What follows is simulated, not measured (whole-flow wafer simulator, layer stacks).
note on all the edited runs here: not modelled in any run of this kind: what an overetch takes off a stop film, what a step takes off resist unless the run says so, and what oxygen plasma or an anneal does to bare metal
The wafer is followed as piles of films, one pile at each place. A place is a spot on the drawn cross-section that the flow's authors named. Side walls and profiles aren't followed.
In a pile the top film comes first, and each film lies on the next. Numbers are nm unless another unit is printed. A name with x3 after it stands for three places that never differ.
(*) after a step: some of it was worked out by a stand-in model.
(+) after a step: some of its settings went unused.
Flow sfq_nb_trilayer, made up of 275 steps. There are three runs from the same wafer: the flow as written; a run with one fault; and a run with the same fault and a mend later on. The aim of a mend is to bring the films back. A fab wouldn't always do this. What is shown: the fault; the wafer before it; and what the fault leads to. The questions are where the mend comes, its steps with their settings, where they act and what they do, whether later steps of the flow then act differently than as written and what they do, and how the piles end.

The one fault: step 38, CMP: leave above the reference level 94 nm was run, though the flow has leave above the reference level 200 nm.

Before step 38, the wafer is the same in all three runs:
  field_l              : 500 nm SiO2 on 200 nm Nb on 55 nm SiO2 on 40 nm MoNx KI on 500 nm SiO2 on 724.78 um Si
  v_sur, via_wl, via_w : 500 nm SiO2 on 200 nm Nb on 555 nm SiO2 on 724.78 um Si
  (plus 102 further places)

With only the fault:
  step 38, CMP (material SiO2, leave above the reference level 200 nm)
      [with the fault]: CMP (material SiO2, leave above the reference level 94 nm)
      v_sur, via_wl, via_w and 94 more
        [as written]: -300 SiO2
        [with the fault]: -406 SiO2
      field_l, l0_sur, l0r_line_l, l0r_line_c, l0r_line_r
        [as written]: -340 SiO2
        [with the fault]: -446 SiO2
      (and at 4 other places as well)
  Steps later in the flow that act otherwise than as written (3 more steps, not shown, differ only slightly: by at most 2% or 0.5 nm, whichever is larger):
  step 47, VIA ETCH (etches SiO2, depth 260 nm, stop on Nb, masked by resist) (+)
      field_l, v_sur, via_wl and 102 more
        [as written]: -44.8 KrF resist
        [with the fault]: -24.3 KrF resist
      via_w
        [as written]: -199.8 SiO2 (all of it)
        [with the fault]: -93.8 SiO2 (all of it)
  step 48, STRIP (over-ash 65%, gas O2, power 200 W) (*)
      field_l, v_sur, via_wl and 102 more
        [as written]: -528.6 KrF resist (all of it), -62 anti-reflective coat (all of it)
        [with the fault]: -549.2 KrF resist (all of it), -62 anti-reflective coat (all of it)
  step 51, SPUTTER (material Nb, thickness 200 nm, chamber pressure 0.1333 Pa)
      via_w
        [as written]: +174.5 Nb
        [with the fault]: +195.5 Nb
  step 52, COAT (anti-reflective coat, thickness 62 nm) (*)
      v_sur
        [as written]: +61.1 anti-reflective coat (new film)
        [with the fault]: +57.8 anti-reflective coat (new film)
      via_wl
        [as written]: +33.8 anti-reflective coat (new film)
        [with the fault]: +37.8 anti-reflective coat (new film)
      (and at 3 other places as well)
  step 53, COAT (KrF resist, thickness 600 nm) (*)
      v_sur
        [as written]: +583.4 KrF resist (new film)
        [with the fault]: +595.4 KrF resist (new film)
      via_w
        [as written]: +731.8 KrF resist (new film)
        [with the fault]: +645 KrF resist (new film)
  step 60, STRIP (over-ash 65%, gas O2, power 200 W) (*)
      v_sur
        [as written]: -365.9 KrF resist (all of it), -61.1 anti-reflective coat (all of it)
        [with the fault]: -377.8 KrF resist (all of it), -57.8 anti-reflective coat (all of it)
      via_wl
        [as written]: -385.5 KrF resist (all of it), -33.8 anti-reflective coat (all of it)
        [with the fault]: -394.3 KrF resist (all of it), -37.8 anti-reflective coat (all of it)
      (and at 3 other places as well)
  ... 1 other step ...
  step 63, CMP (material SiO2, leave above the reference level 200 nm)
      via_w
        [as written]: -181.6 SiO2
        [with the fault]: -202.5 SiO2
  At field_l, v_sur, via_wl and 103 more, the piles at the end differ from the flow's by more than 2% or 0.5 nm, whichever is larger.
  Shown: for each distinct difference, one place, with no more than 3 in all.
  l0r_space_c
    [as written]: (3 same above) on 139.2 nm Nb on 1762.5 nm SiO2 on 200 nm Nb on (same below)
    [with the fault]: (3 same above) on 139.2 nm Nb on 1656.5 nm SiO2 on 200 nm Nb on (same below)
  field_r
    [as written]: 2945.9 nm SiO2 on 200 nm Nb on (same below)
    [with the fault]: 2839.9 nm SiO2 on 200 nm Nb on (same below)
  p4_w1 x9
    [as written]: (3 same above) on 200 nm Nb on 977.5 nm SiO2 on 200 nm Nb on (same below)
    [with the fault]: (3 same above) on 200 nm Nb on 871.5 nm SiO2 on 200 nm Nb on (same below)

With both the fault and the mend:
  The mend stands after step 39.
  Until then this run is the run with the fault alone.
  step 39a, PECVD (material SiO2, thickness 106 nm, 150 C, 23.56 s, RF power 183.3 W, pressure 2.4 Torr, precursor SiH4/N2O) (a further turn of the flow's step 37, with different settings)
      field_l, v_sur, via_wl and 103 more
        +106 SiO2
  None of the later steps of the flow acts differently than as written at any place that is followed.
  The piles end the same as the flow's at every place that both follow.
